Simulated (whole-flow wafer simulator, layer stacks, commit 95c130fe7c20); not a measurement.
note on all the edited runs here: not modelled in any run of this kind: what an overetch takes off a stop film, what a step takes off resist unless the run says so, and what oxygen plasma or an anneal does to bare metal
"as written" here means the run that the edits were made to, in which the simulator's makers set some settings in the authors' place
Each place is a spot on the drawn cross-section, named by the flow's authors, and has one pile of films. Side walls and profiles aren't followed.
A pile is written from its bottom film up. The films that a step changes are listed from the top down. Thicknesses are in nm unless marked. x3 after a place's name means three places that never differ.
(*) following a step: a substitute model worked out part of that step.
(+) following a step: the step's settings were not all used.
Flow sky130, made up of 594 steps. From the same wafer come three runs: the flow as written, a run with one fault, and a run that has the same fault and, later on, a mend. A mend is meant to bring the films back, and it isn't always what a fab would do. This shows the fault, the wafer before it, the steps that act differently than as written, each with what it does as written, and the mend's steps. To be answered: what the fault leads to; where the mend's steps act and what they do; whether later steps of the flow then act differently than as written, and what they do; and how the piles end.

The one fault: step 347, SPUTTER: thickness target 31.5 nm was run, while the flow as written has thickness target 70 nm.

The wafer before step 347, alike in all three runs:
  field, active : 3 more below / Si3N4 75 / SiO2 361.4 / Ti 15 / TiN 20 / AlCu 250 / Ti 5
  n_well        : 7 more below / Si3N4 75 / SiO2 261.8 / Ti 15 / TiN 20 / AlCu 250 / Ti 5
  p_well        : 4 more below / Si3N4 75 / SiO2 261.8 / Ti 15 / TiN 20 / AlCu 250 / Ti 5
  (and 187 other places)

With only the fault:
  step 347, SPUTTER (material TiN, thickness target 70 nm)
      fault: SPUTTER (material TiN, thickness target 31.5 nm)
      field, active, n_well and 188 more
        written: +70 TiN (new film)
        fault: +31.5 TiN (new film)
  Steps later in the flow that act otherwise than as written (not shown: 20 more steps that differ only slightly, by at most 2% or 0.5 nm, whichever is larger):
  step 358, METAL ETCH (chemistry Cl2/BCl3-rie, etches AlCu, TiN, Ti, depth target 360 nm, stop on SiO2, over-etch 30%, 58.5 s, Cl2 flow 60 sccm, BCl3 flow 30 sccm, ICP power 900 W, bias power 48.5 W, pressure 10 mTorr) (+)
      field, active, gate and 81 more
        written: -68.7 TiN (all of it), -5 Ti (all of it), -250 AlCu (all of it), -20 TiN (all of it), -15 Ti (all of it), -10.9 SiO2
        fault: -30.2 TiN (all of it), -5 Ti (all of it), -250 AlCu (all of it), -20 TiN (all of it), -15 Ti (all of it), -14.8 SiO2
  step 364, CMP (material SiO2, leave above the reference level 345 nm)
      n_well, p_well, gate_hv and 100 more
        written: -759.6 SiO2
        fault: -721.1 SiO2
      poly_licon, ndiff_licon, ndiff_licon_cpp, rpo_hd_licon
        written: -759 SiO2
        fault: -720.5 SiO2
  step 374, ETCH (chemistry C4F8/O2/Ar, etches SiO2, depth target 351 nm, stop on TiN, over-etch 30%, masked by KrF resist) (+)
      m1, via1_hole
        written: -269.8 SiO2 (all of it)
        fault: -308.3 SiO2 (all of it)
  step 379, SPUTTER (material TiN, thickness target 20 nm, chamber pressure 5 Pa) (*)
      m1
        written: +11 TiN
        fault: +10.3 TiN
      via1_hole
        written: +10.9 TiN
        fault: +10.2 TiN
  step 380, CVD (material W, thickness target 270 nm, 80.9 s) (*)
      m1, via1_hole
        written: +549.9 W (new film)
        fault: +589.1 W (new film)
  The piles end different from the flow's at n_well, p_well, gate_hv and 104 more by more than 2% or 0.5 nm, whichever is larger.
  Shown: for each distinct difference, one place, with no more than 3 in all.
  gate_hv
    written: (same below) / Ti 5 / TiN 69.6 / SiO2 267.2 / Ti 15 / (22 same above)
    fault: (same below) / Ti 5 / TiN 31.1 / SiO2 305.7 / Ti 15 / (22 same above)
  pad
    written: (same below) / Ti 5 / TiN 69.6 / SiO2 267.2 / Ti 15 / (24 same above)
    fault: (same below) / Ti 5 / TiN 31.1 / SiO2 305.7 / Ti 15 / (24 same above)
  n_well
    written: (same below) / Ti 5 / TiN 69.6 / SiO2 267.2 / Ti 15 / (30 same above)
    fault: (same below) / Ti 5 / TiN 31.1 / SiO2 305.7 / Ti 15 / (30 same above)

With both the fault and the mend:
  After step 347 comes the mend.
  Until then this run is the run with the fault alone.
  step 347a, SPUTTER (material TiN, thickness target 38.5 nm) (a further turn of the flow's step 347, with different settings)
      field, active, n_well and 188 more
        +38.5 TiN
  Every later step of the flow that is run acts as written, at every place that is followed, to within 2% or 0.5 nm, whichever is larger.
  By the end, the piles equal the flow's at every place that both follow.
